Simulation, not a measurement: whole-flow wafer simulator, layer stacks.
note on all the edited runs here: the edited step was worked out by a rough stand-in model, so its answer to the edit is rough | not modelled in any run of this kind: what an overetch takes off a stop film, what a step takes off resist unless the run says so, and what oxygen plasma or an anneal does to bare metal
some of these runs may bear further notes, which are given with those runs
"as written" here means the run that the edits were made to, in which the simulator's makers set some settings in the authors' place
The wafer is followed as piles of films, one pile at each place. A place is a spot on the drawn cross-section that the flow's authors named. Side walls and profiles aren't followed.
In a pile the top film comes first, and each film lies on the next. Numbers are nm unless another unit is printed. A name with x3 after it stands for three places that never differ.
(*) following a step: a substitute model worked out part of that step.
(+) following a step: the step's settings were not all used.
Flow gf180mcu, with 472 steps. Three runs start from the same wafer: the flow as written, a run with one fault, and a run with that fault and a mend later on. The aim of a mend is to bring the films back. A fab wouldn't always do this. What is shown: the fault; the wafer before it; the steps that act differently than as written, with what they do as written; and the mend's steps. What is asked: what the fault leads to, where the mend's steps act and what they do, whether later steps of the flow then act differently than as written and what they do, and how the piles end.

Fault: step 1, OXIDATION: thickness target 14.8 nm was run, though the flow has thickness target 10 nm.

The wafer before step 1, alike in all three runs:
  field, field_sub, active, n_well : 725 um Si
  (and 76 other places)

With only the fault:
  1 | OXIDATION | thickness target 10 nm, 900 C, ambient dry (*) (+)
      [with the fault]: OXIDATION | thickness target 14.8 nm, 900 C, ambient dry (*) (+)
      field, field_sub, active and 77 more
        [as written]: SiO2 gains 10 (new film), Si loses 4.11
        [with the fault]: SiO2 gains 14.8 (new film), Si loses 6.23
  Later steps of the flow acting differently than as written (not shown: 92 more steps that differ only slightly, by at most 2% or 0.5 nm, whichever is larger):
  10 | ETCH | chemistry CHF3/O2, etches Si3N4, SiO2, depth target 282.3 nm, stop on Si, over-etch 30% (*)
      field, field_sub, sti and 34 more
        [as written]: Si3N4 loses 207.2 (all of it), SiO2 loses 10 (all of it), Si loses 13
        [with the fault]: Si3N4 loses 207.2 (all of it), SiO2 loses 14.8 (all of it), Si loses 12.1
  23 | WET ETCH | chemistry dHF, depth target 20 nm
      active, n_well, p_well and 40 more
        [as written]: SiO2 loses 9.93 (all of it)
        [with the fault]: SiO2 loses 14.7 (all of it)
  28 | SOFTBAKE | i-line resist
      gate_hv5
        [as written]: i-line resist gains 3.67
        [with the fault]: i-line resist gains 4.19
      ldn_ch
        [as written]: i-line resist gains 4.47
        [with the fault]: i-line resist gains 5
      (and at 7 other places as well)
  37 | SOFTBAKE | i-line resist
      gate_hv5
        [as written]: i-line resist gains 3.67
        [with the fault]: i-line resist gains 4.19
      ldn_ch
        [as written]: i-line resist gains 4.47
        [with the fault]: i-line resist gains 5
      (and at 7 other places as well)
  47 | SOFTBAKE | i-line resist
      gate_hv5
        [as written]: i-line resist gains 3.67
        [with the fault]: i-line resist gains 4.19
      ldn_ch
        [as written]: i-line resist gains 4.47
        [with the fault]: i-line resist gains 5
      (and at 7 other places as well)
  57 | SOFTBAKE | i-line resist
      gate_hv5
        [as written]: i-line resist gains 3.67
        [with the fault]: i-line resist gains 4.19
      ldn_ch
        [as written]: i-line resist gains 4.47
        [with the fault]: i-line resist gains 5
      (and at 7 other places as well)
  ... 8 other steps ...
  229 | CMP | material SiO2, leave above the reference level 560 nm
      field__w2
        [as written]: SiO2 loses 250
        [with the fault]: SiO2 loses 255.8
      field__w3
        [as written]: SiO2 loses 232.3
        [with the fault]: SiO2 loses 238.1
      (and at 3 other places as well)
  The piles end different from the flow's at ld_sd_n by more than 2% or 0.5 nm, whichever is larger.
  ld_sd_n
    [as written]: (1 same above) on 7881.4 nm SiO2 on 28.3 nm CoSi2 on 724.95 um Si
    [with the fault]: (1 same above) on 7881.4 nm SiO2 on 27.7 nm CoSi2 on 724.95 um Si

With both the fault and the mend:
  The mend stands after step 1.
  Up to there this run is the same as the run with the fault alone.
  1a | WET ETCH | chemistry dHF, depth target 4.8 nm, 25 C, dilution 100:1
      field, field_sub, active and 77 more
        SiO2 loses 4.8
  Later steps of the flow that are run all act as written at every place that is followed.
  The piles end only slightly different from the flow's at the places that both follow, by no more than 2% or 0.5 nm, whichever is larger.
